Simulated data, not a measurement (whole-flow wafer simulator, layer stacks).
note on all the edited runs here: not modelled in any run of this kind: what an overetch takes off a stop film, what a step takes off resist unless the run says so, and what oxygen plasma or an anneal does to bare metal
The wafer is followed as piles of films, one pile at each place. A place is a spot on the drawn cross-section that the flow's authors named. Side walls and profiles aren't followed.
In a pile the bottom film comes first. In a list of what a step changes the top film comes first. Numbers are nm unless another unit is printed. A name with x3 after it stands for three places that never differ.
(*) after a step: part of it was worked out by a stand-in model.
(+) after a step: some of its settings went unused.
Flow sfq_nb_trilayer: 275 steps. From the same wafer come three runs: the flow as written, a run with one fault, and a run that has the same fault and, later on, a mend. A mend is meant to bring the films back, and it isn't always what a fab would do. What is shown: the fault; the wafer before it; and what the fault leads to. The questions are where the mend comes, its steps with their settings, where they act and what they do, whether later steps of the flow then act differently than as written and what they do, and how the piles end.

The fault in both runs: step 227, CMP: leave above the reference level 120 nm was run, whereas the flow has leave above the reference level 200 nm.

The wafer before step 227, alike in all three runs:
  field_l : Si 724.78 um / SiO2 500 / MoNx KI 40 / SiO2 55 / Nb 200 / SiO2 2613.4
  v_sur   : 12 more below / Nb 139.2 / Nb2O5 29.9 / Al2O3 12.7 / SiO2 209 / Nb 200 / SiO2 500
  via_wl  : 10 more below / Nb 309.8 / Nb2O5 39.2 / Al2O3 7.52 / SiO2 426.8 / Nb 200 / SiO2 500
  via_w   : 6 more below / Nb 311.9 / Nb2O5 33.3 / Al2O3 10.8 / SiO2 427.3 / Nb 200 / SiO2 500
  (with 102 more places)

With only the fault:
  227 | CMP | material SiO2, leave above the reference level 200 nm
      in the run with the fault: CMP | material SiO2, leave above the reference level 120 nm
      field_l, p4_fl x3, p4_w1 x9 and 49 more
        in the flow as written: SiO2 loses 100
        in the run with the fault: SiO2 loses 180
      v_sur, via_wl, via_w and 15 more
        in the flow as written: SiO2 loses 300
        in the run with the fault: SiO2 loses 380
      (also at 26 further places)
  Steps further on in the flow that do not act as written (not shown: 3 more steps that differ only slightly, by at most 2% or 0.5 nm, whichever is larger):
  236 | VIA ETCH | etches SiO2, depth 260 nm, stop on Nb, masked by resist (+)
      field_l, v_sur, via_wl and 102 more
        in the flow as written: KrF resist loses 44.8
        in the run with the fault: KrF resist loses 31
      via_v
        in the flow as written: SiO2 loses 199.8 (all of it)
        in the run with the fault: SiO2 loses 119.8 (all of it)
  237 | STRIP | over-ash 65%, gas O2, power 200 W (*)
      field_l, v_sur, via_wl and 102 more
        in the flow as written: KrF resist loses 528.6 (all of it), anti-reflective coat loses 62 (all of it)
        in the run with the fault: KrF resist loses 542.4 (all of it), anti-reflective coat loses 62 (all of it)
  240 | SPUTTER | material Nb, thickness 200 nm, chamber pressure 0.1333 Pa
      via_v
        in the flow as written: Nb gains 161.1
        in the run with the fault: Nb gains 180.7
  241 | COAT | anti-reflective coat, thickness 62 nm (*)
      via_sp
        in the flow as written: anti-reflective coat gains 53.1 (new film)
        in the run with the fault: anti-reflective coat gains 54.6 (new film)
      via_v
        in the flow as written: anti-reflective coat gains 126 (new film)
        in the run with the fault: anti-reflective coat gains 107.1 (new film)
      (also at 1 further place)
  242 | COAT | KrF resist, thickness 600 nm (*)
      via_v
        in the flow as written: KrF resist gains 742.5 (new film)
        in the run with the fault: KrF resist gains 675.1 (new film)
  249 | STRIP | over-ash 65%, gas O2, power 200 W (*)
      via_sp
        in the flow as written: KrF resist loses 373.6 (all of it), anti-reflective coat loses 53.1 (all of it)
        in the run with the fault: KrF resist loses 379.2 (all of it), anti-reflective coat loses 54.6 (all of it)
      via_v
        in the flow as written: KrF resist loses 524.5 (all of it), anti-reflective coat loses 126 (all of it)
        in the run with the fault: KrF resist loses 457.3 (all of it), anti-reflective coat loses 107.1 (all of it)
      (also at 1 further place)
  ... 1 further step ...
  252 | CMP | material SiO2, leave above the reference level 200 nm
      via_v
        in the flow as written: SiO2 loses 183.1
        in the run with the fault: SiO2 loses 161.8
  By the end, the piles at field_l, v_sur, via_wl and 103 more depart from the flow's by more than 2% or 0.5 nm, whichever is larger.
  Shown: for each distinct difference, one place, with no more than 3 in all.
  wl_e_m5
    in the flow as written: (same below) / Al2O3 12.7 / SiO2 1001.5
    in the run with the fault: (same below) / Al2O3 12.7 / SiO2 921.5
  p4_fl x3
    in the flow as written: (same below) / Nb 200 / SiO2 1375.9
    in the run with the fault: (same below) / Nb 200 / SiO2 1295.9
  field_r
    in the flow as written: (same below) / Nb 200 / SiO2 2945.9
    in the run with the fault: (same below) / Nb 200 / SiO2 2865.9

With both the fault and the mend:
  The mend follows step 234.
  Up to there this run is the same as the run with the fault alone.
  234a | STRIP | over-ash 65%, gas O2, power 200 W (*)
      field_l, v_sur, via_wl and 102 more
        KrF resist loses 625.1 (all of it), anti-reflective coat loses 62 (all of it)
      via_v
        anti-reflective coat loses 62 (all of it)
  234b | PECVD | material SiO2, thickness 80 nm, 150 C, 17.78 s, RF power 183.3 W, pressure 2.4 Torr, precursor SiH4/N2O (a further turn of the flow's step 226, with different settings)
      field_l, v_sur, via_wl and 103 more
        SiO2 gains 80
  234c | COAT | anti-reflective coat, thickness 62 nm (a further turn of the flow's step 229)
      field_l, v_sur, via_wl and 103 more
        anti-reflective coat gains 62 (new film)
  234d | COAT | KrF resist, thickness 650 nm (a further turn of the flow's step 230)
      field_l, v_sur, via_wl and 103 more
        KrF resist gains 650 (new film)
  234e | SOFTBAKE | KrF resist (a further turn of the flow's step 231)
      does not change any film at any place that is followed
  234f | EXPOSE | photomask I6, dose 11.91 mJ/cm2, NA 0.6, wavelength 248 nm (*) (a further turn of the flow's step 232)
      does not change any film at any place that is followed
  234g | PEB | KrF resist, 90 s (a further turn of the flow's step 233)
      field_l, v_sur, via_wl and 103 more
        KrF resist loses 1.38
  234h | DEVELOP | KrF resist, thickness 650 nm, 60 s (a further turn of the flow's step 234)
      field_l, v_sur, via_wl and 102 more
        KrF resist loses 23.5
      via_v
        KrF resist loses 648.6 (all of it)
  Later steps of the flow that are run all act as written at every place that is followed.
  The piles end the same as the flow's at every place that both follow.
